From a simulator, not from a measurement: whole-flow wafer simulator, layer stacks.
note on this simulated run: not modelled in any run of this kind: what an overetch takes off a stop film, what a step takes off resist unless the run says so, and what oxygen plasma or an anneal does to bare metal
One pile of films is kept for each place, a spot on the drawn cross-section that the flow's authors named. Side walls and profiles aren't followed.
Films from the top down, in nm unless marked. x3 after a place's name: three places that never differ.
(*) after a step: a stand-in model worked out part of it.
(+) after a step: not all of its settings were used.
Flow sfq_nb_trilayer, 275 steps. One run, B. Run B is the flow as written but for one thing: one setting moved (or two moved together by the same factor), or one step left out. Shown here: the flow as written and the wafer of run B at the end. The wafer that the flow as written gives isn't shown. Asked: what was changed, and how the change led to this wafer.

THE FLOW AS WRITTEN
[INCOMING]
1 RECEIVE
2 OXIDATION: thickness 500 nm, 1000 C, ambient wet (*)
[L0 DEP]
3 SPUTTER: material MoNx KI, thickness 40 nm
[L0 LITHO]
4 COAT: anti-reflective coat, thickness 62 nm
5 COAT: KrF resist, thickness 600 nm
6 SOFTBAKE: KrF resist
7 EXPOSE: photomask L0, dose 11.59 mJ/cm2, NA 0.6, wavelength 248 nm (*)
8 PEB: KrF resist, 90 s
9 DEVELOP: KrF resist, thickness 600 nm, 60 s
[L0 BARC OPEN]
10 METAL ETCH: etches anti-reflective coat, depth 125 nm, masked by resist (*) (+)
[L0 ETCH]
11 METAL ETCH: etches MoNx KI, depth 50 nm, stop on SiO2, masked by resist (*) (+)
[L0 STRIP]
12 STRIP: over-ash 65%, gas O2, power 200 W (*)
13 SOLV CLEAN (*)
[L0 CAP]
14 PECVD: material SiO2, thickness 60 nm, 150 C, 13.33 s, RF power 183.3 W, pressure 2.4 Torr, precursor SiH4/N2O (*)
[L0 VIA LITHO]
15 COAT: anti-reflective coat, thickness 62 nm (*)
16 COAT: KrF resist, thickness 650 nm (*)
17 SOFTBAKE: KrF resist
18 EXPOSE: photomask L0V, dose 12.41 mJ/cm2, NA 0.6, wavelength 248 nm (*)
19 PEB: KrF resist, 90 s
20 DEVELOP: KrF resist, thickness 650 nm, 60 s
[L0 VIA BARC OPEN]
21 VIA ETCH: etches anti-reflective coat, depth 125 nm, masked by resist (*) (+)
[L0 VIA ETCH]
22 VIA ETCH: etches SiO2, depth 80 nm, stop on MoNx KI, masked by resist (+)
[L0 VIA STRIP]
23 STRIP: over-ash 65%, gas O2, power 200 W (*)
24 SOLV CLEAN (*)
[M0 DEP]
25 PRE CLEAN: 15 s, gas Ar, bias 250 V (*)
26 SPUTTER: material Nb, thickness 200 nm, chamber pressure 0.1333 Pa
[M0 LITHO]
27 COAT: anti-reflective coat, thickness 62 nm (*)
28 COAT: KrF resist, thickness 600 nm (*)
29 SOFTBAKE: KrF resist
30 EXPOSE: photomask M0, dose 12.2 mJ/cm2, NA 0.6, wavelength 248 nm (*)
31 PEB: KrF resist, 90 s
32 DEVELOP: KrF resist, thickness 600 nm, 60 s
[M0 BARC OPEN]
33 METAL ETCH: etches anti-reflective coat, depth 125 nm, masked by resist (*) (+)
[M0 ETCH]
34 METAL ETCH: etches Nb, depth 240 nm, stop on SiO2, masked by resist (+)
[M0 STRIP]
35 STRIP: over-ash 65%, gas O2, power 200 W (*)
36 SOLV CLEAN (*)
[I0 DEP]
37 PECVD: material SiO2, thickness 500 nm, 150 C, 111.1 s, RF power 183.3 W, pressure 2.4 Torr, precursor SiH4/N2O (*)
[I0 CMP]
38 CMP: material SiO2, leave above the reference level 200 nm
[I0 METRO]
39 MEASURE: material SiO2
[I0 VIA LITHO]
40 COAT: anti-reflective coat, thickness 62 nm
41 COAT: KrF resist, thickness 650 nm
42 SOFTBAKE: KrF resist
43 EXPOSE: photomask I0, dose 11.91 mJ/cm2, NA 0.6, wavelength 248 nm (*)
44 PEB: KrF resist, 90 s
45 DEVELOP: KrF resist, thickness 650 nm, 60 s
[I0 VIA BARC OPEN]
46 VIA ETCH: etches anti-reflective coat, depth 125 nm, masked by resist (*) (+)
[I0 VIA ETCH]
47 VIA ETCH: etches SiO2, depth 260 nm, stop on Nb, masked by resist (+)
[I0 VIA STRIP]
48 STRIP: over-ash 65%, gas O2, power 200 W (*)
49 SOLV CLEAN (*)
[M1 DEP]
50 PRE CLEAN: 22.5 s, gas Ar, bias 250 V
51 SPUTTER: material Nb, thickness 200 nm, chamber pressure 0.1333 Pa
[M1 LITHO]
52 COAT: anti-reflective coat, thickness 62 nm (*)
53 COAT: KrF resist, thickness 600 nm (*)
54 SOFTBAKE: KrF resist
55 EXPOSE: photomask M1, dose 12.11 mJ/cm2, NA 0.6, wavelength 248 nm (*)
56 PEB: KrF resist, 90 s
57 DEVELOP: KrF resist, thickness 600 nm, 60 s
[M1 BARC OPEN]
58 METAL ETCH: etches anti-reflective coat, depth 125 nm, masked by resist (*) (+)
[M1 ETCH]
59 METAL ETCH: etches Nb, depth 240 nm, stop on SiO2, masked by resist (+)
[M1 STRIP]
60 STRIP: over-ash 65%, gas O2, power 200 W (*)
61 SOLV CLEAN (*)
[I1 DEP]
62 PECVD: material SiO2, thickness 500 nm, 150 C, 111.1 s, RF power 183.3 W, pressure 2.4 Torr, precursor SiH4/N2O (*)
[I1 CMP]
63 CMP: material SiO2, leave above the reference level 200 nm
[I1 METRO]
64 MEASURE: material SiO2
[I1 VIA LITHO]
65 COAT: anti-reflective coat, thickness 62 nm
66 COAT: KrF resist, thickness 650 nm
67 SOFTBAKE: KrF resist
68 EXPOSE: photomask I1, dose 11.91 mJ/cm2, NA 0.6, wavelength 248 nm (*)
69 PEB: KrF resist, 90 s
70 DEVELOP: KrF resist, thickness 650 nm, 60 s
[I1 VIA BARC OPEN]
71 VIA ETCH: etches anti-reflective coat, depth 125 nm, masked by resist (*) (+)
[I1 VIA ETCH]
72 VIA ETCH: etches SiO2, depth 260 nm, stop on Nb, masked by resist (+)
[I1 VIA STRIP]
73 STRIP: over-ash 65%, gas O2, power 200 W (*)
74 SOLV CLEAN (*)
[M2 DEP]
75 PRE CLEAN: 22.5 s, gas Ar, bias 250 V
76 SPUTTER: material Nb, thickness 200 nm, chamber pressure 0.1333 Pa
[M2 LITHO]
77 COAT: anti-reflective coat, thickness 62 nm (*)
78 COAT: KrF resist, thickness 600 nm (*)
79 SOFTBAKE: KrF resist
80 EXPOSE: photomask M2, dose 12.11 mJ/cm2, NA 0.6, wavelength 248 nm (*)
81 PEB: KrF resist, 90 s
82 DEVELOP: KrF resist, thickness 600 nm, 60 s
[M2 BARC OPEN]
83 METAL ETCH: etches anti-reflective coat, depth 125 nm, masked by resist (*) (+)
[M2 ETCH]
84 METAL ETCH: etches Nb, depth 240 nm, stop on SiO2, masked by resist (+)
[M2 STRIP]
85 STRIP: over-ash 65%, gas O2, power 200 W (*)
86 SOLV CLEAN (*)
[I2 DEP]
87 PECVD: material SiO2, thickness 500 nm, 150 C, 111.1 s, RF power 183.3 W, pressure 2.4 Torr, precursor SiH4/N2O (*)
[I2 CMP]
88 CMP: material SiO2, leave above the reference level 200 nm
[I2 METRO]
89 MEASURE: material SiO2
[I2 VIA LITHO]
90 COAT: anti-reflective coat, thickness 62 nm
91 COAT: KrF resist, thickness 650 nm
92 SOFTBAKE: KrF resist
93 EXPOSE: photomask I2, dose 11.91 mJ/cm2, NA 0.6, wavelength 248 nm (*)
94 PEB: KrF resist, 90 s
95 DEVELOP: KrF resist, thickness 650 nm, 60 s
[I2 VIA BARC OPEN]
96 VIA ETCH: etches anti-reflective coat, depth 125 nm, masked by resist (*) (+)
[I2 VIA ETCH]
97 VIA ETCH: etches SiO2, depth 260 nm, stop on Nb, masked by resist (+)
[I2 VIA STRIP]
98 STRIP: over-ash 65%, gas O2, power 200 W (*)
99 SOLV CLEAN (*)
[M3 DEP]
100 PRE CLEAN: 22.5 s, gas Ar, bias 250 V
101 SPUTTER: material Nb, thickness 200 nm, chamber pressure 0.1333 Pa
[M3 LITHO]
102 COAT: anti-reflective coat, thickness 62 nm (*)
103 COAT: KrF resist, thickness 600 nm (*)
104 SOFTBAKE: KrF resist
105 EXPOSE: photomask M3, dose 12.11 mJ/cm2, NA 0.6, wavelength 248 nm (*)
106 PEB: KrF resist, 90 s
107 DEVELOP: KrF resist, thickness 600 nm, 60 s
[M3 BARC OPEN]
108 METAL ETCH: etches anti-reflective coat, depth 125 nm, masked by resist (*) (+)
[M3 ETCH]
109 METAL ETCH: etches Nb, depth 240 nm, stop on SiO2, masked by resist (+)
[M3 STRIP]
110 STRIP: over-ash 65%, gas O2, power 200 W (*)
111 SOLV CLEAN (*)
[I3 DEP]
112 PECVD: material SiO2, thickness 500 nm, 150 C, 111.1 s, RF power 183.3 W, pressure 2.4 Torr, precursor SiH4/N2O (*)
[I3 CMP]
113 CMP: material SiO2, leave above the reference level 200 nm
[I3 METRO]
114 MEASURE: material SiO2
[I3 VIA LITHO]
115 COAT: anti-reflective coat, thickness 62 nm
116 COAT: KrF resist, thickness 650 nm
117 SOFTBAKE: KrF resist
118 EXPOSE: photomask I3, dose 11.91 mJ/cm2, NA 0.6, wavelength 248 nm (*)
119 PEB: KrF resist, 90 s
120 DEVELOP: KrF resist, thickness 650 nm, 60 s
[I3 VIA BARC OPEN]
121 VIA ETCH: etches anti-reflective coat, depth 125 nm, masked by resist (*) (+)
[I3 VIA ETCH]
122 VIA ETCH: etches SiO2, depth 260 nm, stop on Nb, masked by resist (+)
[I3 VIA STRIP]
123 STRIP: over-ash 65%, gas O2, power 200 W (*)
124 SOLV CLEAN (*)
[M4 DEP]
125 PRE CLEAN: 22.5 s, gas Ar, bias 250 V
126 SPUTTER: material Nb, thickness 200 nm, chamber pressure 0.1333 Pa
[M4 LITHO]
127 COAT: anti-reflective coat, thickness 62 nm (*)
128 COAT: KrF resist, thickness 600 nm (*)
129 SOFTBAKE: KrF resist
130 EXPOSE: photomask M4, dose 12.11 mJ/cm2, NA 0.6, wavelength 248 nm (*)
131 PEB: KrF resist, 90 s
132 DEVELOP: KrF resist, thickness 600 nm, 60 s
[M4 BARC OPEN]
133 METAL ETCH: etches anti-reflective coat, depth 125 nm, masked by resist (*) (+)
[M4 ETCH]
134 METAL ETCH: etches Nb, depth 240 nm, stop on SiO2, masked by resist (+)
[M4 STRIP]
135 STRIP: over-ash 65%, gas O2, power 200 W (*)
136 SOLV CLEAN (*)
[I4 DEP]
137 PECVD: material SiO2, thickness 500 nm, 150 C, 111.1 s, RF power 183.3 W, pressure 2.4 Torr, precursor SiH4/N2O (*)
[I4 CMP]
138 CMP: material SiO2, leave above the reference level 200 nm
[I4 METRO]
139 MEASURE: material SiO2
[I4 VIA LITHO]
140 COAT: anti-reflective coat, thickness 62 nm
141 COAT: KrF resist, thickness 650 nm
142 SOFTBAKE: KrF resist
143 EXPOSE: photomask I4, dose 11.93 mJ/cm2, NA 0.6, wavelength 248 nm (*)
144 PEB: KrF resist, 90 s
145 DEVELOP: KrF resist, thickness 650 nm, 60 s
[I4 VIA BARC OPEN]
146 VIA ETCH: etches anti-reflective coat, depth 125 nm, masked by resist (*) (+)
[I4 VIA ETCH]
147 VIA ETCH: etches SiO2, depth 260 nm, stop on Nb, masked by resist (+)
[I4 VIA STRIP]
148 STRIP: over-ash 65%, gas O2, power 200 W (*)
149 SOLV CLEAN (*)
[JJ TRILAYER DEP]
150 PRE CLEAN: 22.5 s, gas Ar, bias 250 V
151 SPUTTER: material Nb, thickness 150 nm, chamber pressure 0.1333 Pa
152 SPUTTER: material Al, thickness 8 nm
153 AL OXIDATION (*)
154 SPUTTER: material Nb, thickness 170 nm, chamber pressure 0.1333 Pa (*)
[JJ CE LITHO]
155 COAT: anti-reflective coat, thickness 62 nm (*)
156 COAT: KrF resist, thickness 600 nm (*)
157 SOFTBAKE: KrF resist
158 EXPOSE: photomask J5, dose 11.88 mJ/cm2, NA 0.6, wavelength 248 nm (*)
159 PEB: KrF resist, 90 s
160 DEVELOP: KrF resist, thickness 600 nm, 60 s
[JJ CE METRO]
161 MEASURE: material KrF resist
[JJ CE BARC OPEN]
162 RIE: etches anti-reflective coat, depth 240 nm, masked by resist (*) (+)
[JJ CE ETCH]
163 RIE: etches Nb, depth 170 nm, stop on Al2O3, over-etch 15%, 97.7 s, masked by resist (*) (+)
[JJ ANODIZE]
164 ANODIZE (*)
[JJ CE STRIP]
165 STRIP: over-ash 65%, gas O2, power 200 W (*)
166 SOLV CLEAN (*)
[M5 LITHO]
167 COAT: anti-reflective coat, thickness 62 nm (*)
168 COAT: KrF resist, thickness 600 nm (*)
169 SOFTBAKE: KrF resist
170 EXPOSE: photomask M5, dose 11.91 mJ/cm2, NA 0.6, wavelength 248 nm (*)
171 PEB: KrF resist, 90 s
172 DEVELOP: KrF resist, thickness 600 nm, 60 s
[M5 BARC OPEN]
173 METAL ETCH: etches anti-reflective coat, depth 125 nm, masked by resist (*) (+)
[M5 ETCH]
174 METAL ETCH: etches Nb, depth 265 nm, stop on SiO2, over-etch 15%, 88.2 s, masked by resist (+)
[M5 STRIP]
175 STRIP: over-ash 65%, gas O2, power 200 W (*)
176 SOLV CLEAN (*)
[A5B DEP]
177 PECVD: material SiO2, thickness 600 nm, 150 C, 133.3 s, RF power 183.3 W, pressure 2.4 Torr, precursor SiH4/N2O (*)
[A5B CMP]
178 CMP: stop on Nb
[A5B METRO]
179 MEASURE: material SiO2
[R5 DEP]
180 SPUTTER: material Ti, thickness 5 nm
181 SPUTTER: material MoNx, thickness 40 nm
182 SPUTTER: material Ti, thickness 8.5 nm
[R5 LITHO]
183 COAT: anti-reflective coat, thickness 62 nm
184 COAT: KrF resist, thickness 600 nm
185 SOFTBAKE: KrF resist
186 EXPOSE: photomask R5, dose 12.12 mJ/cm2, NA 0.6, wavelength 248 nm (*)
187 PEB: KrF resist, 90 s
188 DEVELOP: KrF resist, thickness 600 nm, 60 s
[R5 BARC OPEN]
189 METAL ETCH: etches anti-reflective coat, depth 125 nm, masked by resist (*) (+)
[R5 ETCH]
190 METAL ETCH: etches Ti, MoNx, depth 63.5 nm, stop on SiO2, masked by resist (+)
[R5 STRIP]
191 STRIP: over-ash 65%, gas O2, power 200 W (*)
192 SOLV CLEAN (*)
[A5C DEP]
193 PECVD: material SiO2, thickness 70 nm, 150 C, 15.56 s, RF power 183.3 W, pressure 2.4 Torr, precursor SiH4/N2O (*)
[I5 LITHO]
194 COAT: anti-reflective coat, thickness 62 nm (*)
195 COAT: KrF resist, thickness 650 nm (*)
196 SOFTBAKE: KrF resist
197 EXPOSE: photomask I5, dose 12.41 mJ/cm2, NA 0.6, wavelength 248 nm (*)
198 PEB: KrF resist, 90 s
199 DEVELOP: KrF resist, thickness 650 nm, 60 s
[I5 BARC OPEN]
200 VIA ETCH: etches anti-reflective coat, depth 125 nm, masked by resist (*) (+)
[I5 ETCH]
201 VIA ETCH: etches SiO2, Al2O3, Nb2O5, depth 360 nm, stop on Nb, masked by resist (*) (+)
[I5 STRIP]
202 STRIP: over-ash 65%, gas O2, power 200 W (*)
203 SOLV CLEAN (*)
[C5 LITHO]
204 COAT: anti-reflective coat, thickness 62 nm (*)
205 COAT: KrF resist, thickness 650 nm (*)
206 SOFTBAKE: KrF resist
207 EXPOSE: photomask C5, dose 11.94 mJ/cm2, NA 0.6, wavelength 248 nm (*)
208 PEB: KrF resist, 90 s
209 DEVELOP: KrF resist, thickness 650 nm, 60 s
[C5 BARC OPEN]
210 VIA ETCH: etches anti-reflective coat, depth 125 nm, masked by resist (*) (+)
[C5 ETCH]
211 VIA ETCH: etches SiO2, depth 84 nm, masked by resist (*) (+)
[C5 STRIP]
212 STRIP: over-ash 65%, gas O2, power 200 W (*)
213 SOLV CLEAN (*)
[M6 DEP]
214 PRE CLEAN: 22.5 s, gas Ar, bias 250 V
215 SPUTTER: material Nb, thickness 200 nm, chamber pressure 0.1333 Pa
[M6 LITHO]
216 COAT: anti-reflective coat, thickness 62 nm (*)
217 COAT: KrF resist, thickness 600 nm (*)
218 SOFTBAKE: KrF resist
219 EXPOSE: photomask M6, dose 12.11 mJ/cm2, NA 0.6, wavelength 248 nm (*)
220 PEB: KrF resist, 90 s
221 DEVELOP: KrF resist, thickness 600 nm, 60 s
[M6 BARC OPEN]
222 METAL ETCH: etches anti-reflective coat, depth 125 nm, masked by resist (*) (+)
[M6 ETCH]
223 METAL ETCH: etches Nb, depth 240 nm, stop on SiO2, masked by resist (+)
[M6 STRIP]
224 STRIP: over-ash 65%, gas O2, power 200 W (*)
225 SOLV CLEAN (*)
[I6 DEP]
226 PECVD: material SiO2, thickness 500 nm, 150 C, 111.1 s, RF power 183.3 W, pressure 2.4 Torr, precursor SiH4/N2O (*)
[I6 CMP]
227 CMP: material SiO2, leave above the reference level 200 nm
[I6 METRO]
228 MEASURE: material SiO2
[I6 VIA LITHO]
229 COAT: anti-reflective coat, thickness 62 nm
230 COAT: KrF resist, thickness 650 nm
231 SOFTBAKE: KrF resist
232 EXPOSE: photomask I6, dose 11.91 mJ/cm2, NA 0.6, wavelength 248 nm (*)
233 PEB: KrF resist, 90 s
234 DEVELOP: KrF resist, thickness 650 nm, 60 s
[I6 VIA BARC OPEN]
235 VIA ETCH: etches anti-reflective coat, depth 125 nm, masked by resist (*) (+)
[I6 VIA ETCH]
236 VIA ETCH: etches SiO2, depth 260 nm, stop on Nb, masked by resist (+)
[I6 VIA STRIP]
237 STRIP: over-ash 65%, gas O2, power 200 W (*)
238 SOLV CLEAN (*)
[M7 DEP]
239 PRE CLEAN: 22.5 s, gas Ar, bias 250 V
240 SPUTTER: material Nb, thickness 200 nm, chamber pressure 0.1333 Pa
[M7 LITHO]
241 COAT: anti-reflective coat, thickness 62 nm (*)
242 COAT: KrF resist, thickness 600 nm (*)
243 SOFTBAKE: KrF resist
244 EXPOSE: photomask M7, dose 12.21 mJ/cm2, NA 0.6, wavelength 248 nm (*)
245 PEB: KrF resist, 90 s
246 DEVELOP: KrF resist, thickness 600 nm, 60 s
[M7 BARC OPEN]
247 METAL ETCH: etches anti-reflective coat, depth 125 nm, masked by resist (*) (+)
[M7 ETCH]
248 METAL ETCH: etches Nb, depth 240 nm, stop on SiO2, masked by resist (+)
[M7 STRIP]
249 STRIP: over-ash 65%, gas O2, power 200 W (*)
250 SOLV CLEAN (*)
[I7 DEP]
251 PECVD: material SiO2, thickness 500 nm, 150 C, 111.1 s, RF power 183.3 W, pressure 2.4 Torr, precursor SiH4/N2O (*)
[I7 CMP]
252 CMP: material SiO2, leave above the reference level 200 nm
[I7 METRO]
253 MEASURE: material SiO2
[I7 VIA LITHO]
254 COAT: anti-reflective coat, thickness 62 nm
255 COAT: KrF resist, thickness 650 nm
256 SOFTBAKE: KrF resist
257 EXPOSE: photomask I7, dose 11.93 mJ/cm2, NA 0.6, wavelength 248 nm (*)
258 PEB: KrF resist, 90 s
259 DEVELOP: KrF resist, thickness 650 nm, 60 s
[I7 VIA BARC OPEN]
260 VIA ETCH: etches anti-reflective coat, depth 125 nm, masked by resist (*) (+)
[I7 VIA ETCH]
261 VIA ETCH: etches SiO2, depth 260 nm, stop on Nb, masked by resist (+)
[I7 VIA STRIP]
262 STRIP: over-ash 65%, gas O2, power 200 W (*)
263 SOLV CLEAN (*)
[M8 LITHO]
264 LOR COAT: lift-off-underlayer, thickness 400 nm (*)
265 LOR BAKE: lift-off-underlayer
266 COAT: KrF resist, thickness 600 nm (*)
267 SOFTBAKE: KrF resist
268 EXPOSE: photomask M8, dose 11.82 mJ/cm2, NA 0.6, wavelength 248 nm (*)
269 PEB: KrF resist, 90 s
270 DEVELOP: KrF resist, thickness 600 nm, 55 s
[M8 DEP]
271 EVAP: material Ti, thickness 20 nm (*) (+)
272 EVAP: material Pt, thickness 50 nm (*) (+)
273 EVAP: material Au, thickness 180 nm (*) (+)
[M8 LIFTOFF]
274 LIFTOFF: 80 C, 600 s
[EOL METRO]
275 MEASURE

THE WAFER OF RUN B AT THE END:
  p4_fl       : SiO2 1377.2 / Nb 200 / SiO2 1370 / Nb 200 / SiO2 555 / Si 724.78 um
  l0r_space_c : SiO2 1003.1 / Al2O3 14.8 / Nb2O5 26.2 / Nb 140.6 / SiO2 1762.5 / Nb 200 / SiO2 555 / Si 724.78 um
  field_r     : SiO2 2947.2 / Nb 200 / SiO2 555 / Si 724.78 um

The cause: step 152, SPUTTER: thickness 9.28 nm was run, where the flow has thickness 8 nm.

How the change led to this, step by step:
  152 SPUTTER: material Al, thickness 8 nm
      field_l, v_sur, via_sp and 100 more: Al +9.28 (new film) (as written it would be: Al +8 (new film))
      via_wl, via_wr: Al +5.96 (new film) (as written it would be: Al +5.14 (new film))
      (and at 1 more place)
  164 ANODIZE (*)
      field_l, v_sur, via_sp and 96 more: Al2O3 +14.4, Nb2O5 +26.2 (new film), Al -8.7 (all of it), Nb -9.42 (as written it would be: Al2O3 +12.2, Nb2O5 +29.9 (new film), Al -7.42 (all of it), Nb -10.8)
      via_wl, via_wr: Al2O3 +8.88 (new film), Nb2O5 +36.8 (new film), Al -5.38 (all of it), Nb -13.2 (as written it would be: Al2O3 +7.52 (new film), Nb2O5 +39.2 (new film), Al -4.56 (all of it), Nb -14.1)
      (and at 1 more place)
  167 COAT: anti-reflective coat, thickness 62 nm (*)
      ce_l: anti-reflective coat +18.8 (new film) (as written it would be: anti-reflective coat +19.6 (new film))
      ce_r: anti-reflective coat +18.9 (new film) (as written it would be: anti-reflective coat +19.7 (new film))
  174 METAL ETCH: etches Nb, depth 265 nm, stop on SiO2, over-etch 15%, 88.2 s, masked by resist (+)
      field_l, r_sur, res and 50 more: Al2O3 -14.7 (all of it), Nb2O5 -26.2 (all of it), Nb -140.6 (all of it), SiO2 -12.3 (as written it would be: Al2O3 -12.6 (all of it), Nb2O5 -29.9 (all of it), Nb -139.2 (all of it), SiO2 -12.3)
  175 STRIP: over-ash 65%, gas O2, power 200 W (*)
      ce_l: KrF resist -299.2 (all of it), anti-reflective coat -18.8 (all of it) (as written it would be: KrF resist -299.6 (all of it), anti-reflective coat -19.6 (all of it))
      ce_r: KrF resist -299.4 (all of it), anti-reflective coat -18.9 (all of it) (as written it would be: KrF resist -299.9 (all of it), anti-reflective coat -19.7 (all of it))
  201 VIA ETCH: etches SiO2, Al2O3, Nb2O5, depth 360 nm, stop on Nb, masked by resist (*) (+)
      be: SiO2 -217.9 (all of it), Al2O3 -14.8 (all of it), Nb2O5 -26.2 (all of it) (as written it would be: SiO2 -216.4 (all of it), Al2O3 -12.7 (all of it), Nb2O5 -29.9 (all of it))
